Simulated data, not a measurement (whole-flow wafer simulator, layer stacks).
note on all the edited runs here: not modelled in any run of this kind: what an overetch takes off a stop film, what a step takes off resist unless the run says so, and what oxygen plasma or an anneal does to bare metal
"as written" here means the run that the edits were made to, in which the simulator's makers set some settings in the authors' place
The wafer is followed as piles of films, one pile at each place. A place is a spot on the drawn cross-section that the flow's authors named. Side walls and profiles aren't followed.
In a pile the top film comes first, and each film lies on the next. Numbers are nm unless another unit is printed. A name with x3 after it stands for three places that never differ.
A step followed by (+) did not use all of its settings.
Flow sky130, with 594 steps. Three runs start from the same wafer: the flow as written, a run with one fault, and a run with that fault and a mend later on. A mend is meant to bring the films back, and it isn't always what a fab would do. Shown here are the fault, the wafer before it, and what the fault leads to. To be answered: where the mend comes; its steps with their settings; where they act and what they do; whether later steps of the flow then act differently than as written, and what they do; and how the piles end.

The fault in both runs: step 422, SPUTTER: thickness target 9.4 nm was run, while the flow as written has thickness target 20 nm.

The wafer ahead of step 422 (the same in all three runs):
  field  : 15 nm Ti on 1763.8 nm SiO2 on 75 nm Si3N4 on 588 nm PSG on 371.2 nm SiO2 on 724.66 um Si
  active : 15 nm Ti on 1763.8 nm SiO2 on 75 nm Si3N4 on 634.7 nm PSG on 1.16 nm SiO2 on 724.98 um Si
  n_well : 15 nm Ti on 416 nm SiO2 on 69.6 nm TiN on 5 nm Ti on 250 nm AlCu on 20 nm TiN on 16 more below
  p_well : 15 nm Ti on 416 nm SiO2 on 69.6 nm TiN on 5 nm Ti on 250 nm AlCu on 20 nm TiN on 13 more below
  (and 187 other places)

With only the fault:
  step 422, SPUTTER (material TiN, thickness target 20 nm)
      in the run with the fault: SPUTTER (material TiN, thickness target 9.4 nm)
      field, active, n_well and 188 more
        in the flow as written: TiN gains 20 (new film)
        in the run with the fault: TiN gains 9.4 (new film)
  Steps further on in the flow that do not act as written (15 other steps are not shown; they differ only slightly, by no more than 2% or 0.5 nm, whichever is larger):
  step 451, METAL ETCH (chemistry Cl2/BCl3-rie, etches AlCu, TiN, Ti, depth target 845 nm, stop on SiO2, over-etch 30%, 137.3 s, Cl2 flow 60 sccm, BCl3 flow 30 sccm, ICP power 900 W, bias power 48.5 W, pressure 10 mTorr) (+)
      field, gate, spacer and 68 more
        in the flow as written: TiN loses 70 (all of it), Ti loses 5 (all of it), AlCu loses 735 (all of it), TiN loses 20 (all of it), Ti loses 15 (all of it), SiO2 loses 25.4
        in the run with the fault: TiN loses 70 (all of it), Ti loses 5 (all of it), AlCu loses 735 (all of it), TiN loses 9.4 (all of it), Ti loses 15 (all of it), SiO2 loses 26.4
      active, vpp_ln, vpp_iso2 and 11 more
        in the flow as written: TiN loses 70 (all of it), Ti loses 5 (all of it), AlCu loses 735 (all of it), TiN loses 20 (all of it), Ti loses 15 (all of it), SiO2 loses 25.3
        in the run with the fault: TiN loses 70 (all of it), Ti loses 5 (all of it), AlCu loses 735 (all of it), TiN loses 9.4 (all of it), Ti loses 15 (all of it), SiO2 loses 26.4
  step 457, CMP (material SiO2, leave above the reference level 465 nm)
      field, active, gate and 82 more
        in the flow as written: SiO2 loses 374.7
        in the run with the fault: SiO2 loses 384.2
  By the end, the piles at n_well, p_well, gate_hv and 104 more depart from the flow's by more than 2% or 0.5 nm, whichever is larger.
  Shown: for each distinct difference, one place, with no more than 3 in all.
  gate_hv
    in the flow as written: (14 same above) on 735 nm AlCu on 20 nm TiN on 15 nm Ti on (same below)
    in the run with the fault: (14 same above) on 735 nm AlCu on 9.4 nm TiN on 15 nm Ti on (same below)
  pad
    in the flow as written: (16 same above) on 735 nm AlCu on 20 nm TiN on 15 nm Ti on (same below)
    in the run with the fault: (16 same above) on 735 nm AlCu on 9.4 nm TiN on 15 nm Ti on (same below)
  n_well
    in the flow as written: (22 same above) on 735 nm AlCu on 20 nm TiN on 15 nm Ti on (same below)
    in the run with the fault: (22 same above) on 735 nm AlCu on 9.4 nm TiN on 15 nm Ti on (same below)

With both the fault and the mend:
  The mend follows step 422.
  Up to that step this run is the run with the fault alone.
  step 422a, SPUTTER (material TiN, thickness target 10.6 nm) (the flow's step 422, run once more with other settings)
      field, active, n_well and 188 more
        TiN gains 10.6
  None of the later steps of the flow acts differently than as written at any place that is followed.
  The piles end the same as the flow's at every place that both follow.
